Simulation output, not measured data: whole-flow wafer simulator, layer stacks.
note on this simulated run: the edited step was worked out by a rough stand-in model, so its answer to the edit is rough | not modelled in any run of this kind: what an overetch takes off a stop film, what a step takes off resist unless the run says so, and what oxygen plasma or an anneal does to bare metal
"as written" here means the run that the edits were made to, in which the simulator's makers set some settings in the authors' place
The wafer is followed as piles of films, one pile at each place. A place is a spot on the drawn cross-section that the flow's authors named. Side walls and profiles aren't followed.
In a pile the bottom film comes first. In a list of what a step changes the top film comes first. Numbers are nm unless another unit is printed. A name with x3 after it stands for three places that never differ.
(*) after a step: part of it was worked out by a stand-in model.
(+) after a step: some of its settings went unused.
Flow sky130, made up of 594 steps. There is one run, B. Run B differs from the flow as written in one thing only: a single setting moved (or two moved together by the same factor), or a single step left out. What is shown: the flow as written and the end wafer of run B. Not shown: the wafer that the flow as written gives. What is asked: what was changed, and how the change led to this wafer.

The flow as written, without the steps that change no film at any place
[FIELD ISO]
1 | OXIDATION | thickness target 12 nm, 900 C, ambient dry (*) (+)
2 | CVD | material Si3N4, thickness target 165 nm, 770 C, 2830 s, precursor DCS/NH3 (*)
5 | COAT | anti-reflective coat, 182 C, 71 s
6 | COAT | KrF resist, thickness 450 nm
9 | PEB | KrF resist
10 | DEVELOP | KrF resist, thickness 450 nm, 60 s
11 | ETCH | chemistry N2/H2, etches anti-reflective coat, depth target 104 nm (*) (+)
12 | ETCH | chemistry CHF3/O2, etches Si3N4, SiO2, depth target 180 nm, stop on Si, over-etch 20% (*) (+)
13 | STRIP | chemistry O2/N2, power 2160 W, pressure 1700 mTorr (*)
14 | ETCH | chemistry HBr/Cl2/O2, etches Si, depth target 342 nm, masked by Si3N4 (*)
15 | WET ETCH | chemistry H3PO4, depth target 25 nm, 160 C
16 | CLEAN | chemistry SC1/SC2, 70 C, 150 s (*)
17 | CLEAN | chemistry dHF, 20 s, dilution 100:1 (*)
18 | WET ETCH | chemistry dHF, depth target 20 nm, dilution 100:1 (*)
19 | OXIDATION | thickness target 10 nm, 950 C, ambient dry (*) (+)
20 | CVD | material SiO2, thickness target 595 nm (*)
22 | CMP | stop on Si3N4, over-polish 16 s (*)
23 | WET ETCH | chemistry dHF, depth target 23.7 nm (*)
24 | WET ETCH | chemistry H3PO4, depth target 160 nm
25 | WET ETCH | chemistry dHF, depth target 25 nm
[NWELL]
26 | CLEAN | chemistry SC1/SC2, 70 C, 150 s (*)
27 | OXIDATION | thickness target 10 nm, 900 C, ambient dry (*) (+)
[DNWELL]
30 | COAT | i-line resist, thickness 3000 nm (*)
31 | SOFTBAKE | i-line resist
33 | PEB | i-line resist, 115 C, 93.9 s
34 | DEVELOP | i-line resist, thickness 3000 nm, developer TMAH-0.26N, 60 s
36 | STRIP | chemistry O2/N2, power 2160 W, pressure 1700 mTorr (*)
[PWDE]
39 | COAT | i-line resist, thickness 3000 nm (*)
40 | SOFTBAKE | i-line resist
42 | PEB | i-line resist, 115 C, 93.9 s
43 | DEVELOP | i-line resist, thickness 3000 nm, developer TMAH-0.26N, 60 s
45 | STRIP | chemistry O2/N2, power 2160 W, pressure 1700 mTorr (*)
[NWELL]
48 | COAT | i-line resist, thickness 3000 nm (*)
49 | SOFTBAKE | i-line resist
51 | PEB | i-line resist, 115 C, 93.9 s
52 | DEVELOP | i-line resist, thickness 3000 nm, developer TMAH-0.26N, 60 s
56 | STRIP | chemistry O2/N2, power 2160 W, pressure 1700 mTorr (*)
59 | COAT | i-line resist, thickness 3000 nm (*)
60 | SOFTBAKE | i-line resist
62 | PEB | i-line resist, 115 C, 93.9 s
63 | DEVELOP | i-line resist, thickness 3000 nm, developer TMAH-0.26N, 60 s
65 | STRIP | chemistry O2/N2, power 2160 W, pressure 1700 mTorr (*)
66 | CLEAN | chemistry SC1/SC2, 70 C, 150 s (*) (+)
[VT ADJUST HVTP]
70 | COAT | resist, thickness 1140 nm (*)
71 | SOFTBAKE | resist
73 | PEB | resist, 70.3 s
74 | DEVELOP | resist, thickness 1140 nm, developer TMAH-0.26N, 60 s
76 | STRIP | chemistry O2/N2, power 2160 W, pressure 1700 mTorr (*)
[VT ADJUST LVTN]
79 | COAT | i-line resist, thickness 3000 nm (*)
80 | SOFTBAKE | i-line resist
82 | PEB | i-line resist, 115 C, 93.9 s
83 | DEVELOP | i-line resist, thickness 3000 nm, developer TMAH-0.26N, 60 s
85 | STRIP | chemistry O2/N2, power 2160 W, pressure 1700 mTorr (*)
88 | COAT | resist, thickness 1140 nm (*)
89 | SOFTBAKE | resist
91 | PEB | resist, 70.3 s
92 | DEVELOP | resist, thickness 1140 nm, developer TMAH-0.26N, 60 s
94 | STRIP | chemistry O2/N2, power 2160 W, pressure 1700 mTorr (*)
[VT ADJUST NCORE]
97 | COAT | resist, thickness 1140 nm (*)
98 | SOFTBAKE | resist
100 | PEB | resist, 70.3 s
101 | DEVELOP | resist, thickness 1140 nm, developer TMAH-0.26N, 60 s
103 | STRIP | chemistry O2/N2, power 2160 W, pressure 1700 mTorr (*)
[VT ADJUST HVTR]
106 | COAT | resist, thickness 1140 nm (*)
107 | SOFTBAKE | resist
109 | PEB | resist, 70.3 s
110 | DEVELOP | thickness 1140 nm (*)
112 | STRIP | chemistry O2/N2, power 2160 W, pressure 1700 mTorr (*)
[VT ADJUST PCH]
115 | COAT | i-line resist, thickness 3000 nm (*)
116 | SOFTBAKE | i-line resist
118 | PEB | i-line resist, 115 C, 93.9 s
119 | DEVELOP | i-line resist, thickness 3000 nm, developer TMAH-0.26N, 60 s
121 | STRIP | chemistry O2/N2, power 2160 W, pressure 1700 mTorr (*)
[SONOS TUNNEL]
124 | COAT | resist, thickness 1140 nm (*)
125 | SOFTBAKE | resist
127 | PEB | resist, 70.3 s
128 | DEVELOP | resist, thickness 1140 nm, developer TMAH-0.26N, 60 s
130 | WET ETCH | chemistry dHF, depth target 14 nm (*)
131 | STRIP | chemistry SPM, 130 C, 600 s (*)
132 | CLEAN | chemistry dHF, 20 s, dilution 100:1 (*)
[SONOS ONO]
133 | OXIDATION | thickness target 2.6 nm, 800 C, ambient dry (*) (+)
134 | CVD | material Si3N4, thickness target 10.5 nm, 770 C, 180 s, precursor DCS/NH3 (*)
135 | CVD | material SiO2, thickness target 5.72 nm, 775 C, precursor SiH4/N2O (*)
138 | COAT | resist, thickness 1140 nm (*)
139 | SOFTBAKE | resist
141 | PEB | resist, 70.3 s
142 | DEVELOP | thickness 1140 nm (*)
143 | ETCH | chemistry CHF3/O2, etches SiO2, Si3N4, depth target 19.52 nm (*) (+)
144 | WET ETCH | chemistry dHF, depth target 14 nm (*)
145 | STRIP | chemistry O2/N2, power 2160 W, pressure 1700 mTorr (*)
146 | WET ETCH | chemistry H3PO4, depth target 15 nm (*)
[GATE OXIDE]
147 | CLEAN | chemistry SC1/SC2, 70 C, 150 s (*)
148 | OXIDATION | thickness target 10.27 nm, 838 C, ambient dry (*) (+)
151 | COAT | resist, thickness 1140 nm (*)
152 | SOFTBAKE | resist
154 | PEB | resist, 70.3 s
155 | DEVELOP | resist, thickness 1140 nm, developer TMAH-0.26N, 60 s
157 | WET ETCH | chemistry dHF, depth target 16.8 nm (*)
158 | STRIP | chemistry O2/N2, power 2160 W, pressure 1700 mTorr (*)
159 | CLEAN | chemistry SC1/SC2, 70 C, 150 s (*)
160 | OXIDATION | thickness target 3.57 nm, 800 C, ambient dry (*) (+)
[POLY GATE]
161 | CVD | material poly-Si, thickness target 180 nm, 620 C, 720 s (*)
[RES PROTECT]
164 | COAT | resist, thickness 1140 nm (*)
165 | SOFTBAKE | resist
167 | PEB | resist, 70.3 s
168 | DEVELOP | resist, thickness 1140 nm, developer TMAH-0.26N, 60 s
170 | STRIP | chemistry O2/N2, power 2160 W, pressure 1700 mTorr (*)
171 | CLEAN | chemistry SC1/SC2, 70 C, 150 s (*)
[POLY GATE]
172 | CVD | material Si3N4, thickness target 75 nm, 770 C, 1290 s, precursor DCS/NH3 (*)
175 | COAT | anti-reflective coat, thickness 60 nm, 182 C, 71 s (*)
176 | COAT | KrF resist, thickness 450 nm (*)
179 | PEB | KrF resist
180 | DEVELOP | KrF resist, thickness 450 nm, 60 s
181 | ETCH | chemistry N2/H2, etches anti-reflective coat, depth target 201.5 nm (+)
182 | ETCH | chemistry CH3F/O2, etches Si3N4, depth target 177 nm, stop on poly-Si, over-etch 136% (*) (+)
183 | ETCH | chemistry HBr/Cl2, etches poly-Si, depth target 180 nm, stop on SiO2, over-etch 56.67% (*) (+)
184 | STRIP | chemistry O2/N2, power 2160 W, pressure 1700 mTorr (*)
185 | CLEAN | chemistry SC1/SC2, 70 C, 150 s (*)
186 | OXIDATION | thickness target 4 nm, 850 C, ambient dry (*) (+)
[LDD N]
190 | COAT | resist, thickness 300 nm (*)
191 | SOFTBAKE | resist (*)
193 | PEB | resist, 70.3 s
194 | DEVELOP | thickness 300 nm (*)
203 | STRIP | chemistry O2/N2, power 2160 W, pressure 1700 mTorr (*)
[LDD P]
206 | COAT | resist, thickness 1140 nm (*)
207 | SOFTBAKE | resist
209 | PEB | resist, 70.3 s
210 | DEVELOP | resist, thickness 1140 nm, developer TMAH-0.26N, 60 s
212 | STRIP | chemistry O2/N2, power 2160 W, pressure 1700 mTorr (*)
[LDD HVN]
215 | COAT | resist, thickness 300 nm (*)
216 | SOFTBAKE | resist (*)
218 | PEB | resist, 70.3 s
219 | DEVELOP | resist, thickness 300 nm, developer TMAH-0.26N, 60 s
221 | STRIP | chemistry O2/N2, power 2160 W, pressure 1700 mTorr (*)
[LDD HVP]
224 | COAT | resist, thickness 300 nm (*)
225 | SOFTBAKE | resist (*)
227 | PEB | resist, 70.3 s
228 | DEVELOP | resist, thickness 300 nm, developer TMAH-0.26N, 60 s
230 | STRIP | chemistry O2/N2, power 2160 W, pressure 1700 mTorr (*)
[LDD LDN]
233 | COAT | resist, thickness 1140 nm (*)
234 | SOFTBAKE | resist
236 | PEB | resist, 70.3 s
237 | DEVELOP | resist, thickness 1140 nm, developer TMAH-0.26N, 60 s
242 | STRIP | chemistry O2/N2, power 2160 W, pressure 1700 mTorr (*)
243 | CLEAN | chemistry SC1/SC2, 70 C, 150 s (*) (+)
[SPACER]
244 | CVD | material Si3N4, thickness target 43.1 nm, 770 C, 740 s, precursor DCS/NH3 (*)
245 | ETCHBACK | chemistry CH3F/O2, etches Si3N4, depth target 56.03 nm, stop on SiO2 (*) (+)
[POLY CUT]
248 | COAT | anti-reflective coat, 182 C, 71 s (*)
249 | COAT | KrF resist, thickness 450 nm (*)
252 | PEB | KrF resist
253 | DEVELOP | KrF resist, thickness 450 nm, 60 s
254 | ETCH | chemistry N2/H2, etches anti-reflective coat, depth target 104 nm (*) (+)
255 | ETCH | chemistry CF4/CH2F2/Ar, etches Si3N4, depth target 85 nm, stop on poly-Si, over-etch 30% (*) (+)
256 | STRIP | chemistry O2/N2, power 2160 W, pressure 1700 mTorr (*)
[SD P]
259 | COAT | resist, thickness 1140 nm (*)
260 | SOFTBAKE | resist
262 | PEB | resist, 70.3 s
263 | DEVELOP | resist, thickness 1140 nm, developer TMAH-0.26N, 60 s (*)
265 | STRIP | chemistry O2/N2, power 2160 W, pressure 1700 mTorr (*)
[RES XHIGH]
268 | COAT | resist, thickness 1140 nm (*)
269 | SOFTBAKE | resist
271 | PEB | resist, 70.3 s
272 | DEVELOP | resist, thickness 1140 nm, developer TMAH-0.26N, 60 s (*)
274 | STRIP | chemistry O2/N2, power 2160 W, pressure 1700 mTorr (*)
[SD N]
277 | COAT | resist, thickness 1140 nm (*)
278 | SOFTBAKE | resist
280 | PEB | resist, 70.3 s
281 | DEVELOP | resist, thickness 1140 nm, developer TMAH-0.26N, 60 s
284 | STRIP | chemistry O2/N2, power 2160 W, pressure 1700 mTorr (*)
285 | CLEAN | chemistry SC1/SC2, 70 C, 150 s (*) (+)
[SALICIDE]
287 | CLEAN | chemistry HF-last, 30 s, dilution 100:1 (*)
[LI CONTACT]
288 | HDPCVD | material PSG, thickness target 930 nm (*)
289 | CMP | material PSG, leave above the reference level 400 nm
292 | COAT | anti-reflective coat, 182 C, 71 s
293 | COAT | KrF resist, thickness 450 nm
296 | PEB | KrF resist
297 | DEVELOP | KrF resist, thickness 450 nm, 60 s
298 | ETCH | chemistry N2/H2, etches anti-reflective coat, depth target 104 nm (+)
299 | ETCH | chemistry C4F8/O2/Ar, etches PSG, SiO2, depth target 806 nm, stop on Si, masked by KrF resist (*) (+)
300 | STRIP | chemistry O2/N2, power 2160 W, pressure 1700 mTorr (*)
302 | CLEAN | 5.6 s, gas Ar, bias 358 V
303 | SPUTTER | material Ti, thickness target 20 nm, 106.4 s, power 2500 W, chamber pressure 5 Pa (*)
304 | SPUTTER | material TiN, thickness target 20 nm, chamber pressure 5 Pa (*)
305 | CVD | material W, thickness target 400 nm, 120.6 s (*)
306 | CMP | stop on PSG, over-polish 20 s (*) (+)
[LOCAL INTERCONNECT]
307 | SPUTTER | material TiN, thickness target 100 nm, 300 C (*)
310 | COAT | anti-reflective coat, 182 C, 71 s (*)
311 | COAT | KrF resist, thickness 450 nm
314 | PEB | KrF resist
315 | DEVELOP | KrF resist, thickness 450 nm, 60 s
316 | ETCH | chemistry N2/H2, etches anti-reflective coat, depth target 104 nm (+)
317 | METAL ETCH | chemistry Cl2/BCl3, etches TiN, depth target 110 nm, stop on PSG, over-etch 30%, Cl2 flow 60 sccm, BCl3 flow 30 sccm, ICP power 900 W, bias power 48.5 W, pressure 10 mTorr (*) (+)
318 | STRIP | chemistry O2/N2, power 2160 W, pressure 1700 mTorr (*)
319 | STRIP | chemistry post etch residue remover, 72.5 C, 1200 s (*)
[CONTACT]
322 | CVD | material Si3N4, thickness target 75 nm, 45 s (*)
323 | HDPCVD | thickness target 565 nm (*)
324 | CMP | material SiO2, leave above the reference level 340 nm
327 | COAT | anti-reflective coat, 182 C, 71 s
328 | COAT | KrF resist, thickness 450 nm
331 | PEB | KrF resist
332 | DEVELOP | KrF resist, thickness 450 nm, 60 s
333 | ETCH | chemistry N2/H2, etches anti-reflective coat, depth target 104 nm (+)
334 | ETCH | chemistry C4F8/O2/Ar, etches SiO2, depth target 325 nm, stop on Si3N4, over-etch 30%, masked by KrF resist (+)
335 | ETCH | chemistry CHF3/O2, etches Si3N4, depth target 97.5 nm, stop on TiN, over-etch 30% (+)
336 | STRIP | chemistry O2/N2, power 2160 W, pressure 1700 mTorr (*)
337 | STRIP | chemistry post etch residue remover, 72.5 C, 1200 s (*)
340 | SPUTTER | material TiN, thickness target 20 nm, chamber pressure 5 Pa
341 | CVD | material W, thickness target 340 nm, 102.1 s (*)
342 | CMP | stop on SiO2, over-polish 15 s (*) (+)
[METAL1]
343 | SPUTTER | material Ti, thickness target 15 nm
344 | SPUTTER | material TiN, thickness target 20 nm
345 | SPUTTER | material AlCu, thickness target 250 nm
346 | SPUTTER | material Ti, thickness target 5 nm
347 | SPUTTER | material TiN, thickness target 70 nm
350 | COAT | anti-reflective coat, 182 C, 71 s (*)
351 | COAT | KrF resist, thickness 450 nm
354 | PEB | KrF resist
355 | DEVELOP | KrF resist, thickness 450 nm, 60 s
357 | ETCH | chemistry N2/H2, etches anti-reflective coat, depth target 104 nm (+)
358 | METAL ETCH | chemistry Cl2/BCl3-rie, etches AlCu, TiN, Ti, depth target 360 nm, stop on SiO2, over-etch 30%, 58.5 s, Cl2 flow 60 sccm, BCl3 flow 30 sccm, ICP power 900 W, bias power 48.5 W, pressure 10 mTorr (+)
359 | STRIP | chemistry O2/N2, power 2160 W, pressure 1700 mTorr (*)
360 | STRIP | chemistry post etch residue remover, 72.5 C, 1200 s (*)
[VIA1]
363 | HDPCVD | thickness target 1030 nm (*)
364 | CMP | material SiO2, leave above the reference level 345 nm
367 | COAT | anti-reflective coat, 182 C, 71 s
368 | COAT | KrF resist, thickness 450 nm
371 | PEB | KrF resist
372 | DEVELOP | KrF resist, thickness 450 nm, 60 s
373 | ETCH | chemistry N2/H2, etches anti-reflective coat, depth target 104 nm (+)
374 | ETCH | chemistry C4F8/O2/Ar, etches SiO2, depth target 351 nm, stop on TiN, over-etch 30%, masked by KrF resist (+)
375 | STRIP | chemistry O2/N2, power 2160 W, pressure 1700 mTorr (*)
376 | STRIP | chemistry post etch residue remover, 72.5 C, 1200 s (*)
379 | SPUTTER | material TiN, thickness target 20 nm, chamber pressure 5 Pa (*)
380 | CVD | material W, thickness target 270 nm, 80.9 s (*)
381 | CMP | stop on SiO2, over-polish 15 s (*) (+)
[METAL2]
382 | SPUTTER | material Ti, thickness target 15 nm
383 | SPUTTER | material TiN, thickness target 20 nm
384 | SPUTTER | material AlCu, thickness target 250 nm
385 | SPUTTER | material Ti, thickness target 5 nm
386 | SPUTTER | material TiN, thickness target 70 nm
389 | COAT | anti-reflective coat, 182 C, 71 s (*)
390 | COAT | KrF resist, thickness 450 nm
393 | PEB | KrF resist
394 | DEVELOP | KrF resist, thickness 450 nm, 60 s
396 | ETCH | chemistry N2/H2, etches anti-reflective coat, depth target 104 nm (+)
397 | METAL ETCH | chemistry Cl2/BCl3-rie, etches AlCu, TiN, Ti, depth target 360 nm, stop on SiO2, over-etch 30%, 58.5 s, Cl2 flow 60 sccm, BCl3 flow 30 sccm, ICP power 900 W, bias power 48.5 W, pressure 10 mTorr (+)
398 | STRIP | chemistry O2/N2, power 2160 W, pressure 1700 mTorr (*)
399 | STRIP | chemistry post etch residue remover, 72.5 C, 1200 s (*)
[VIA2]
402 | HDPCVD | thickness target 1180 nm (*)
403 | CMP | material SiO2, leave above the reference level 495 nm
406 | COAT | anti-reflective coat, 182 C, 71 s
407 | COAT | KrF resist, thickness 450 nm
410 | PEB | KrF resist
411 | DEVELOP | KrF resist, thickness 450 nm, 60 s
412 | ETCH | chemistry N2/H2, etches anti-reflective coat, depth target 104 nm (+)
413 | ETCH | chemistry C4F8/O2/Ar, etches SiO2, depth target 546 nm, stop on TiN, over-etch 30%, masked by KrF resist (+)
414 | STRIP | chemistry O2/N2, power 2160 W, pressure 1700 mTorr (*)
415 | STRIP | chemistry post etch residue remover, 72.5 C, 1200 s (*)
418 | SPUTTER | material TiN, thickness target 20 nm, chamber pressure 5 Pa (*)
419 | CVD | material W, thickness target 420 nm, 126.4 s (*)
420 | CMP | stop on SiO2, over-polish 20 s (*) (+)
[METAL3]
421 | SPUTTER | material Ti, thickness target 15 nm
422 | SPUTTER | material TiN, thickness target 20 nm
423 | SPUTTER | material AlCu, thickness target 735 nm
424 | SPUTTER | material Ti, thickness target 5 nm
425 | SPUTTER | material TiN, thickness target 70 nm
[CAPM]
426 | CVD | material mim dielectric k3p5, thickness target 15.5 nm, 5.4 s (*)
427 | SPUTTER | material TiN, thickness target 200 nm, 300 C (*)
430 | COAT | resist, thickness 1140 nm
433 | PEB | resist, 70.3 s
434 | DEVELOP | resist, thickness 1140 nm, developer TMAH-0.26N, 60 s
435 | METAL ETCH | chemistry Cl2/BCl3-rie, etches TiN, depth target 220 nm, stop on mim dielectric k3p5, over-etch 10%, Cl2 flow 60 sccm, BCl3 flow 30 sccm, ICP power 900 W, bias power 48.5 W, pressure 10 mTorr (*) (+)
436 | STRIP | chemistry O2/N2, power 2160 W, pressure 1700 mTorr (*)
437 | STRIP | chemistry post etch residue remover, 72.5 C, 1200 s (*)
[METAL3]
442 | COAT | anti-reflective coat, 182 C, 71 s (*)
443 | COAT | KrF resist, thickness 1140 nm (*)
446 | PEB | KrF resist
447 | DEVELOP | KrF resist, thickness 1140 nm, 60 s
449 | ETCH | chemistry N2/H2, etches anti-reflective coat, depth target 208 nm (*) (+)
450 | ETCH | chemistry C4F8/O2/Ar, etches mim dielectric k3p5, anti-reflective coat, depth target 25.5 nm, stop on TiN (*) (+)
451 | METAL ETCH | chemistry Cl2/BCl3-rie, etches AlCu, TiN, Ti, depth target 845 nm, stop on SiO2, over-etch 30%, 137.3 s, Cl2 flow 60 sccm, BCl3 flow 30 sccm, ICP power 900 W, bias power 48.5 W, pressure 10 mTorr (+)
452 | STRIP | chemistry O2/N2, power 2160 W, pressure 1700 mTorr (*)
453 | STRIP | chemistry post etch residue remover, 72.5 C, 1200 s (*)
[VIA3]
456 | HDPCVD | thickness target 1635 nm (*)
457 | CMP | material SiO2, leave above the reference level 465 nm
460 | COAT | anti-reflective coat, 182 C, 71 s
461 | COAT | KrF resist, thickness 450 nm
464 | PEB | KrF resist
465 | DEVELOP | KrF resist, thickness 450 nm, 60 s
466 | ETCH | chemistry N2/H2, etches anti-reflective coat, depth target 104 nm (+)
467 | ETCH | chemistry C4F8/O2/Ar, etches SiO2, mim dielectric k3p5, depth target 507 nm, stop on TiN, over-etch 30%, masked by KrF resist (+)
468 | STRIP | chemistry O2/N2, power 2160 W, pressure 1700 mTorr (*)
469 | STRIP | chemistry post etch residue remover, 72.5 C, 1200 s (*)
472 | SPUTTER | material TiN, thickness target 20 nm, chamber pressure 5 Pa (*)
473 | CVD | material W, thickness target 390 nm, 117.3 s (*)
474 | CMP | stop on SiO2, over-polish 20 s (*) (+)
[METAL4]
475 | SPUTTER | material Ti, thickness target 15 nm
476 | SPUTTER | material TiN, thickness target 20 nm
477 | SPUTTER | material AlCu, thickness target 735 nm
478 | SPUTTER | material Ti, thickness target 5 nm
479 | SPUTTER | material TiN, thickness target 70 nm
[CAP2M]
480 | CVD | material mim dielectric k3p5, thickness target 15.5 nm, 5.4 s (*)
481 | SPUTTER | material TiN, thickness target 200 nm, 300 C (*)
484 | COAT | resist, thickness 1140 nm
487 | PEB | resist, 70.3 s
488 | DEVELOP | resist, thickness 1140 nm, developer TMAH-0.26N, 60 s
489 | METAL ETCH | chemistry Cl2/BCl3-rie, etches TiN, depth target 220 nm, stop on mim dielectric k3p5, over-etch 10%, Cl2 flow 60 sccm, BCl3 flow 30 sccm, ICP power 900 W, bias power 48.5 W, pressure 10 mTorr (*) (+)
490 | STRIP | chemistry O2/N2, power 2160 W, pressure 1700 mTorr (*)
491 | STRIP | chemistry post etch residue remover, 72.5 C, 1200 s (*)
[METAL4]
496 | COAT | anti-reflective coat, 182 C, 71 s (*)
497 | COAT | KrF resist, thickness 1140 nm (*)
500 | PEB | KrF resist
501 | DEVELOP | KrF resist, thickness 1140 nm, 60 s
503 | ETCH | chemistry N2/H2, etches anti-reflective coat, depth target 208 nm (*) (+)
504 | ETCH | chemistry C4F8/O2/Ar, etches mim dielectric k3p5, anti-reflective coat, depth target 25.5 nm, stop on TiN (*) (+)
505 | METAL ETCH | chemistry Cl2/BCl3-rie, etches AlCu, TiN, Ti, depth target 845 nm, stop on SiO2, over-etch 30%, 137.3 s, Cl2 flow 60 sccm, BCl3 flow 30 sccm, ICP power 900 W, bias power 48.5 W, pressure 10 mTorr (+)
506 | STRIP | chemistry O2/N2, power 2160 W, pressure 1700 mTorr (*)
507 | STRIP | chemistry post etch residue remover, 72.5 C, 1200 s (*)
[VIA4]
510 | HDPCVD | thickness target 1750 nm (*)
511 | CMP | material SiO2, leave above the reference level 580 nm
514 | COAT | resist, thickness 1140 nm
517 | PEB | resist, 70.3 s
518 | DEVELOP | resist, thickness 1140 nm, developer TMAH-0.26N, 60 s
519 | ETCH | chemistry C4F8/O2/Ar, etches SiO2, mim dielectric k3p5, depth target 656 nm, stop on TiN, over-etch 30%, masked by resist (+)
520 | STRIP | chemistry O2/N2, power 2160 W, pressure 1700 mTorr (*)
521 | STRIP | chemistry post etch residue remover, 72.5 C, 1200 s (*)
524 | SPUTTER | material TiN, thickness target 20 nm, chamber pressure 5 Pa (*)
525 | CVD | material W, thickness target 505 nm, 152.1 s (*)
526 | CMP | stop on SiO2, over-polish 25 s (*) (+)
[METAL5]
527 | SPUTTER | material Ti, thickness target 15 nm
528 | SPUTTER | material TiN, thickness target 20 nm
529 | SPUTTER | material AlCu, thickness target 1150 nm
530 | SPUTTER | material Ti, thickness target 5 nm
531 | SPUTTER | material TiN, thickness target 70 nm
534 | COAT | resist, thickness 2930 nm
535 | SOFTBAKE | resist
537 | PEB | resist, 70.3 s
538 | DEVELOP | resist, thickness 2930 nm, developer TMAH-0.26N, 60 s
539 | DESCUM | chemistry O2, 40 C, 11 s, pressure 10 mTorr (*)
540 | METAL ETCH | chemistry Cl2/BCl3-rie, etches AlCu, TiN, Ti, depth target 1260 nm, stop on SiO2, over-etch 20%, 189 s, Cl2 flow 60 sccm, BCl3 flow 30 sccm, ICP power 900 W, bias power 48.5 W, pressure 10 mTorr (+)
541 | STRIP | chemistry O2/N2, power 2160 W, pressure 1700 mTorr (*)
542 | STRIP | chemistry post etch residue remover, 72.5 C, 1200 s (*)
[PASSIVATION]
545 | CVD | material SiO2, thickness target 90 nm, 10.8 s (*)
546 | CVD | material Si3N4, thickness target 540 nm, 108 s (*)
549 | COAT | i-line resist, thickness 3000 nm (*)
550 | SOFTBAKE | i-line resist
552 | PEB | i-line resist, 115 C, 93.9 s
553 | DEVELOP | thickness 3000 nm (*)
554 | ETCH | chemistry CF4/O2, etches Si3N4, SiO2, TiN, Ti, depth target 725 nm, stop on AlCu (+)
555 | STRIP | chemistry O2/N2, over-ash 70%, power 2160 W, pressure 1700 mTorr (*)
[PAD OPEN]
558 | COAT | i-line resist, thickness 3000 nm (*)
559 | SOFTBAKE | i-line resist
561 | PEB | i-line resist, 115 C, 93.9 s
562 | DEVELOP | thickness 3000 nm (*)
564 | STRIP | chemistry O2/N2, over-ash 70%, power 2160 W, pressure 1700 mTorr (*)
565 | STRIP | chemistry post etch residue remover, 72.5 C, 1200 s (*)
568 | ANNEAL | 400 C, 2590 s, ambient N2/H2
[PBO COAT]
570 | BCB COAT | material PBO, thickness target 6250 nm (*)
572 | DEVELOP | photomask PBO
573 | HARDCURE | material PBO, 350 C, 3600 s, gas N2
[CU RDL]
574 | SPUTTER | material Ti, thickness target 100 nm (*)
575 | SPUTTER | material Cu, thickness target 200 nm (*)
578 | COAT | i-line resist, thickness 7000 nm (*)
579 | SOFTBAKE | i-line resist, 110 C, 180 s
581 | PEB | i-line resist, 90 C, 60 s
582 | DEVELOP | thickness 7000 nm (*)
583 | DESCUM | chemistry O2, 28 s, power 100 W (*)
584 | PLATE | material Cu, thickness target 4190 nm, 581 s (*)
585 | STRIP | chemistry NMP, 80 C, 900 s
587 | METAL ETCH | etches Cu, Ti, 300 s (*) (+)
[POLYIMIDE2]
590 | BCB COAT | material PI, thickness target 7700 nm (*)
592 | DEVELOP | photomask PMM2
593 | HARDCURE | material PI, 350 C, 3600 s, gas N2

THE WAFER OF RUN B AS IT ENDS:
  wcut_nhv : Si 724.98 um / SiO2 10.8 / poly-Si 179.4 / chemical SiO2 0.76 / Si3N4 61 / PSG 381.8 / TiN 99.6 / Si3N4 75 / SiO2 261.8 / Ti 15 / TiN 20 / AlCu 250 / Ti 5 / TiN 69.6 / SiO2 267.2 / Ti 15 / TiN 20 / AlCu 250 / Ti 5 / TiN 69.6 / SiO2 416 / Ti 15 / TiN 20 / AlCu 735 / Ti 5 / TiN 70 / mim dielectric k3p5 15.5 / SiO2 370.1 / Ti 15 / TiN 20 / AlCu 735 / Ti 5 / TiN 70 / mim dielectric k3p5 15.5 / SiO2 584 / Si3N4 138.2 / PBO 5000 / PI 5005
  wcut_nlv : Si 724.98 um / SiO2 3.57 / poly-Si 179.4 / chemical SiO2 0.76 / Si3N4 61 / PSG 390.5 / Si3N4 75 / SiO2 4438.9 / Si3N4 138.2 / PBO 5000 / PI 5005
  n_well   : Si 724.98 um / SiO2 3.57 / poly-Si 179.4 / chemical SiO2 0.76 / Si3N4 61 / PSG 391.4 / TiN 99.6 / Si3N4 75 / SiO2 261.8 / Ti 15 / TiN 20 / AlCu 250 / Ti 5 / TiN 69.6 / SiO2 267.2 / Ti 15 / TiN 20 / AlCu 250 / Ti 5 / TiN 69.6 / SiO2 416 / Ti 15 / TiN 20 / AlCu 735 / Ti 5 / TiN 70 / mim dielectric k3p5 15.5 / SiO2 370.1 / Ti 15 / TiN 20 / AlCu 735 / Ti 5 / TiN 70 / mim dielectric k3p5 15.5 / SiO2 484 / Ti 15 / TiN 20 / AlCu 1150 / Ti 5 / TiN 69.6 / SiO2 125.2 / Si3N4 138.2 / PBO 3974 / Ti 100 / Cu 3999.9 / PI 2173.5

Cause: step 546, CVD: thickness target 470 nm was run, while the flow as written has thickness target 540 nm; step 546, CVD: 94 s was run, where the flow has 108 s.

The path from the change to this, step by step:
  546 | CVD | material Si3N4, thickness target 540 nm, 108 s (*)
      field, active, n_well and 190 more: +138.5 Si3N4 (new film) (it would be, as written: +159.1 Si3N4 (new film))
  550 | SOFTBAKE | i-line resist
      gate_p_lvt, iso_guard_hv_nw: +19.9 i-line resist (it would be, as written: +20.6 i-line resist)
      spacer: -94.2 i-line resist (it would be, as written: -97.5 i-line resist)
      (and at 29 other places as well)
  554 | ETCH | chemistry CF4/O2, etches Si3N4, SiO2, TiN, Ti, depth target 725 nm, stop on AlCu (+)
      field, active, n_well and 189 more: -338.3 i-line resist (it would be, as written: -358.9 i-line resist)
      pad: -138.5 Si3N4 (all of it), -125.2 SiO2 (all of it), -69.6 TiN (all of it), -5 Ti (all of it) (it would be, as written: -159.1 Si3N4 (all of it), -125.2 SiO2 (all of it), -69.6 TiN (all of it), -5 Ti (all of it))
  559 | SOFTBAKE | i-line resist
      gate_p_lvt, iso_guard_hv_nw: +19.9 i-line resist (it would be, as written: +20.6 i-line resist)
      nwell_res: -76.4 i-line resist (it would be, as written: -78.3 i-line resist)
      (and at 32 other places as well)
  578 | COAT | i-line resist, thickness 7000 nm (*)
      pad: +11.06 um i-line resist (new film) (it would be, as written: +11.08 um i-line resist (new film))
  582 | DEVELOP | thickness 7000 nm (*)
      pad: -11.06 um i-line resist (all of it) (it would be, as written: -11.08 um i-line resist (all of it))
